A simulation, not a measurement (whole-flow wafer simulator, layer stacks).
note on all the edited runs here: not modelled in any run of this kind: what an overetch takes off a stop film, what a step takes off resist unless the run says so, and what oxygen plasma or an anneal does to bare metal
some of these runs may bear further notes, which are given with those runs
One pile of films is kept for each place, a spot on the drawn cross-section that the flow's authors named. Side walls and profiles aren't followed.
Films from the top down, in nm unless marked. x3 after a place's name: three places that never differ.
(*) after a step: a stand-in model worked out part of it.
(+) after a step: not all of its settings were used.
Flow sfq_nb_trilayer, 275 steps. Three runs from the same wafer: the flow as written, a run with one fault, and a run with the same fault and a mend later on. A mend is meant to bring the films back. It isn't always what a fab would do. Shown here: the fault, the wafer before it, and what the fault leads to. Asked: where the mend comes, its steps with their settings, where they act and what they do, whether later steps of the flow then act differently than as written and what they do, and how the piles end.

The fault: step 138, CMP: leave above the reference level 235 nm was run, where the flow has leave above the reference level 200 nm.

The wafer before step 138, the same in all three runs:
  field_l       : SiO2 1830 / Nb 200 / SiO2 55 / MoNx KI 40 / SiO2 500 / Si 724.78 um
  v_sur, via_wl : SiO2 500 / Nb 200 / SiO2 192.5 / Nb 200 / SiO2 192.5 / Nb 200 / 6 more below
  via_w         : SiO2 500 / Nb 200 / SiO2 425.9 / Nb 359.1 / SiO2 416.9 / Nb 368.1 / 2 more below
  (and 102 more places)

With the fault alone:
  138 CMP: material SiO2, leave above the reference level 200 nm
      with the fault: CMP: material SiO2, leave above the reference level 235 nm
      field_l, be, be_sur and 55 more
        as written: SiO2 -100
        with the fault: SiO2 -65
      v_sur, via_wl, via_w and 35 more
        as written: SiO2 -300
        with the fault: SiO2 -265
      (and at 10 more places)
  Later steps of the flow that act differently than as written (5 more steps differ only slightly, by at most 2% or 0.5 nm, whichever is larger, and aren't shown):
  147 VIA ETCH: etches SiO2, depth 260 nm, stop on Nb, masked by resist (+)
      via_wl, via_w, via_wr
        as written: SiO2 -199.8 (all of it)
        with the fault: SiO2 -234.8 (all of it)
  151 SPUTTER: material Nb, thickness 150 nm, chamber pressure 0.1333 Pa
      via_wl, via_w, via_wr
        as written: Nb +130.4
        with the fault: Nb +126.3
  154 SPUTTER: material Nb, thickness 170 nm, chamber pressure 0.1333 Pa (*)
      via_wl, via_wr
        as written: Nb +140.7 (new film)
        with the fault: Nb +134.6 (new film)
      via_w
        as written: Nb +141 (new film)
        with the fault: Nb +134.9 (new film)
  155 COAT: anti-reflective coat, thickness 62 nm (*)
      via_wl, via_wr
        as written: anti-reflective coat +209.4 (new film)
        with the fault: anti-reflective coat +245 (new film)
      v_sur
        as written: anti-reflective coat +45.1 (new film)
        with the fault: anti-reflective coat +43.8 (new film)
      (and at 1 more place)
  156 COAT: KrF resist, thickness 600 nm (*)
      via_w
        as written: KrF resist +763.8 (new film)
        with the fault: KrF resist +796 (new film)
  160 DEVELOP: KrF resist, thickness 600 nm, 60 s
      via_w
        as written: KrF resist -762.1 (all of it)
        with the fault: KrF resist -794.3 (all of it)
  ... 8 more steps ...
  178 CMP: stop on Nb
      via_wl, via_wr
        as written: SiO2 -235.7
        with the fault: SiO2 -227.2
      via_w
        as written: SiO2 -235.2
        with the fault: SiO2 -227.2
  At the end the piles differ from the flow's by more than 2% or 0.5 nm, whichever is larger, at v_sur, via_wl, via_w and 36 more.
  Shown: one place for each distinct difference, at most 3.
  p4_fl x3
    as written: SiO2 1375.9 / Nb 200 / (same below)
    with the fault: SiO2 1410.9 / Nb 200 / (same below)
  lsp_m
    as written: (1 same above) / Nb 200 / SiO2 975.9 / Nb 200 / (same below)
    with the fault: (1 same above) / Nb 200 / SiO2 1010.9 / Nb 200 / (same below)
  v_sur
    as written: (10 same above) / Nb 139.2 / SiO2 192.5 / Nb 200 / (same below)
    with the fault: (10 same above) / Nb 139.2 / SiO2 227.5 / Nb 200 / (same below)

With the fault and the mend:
  The mend comes after step 139.
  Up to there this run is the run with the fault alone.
  139a CMP: material SiO2, leave above the reference level 200 nm (the flow's step 138 once more)
      field_l, v_sur, via_wl and 103 more
        SiO2 -35
  No later step of the flow acts differently than as written at any place that is followed.
  At the end the piles are the same as the flow's at every place that both follow.
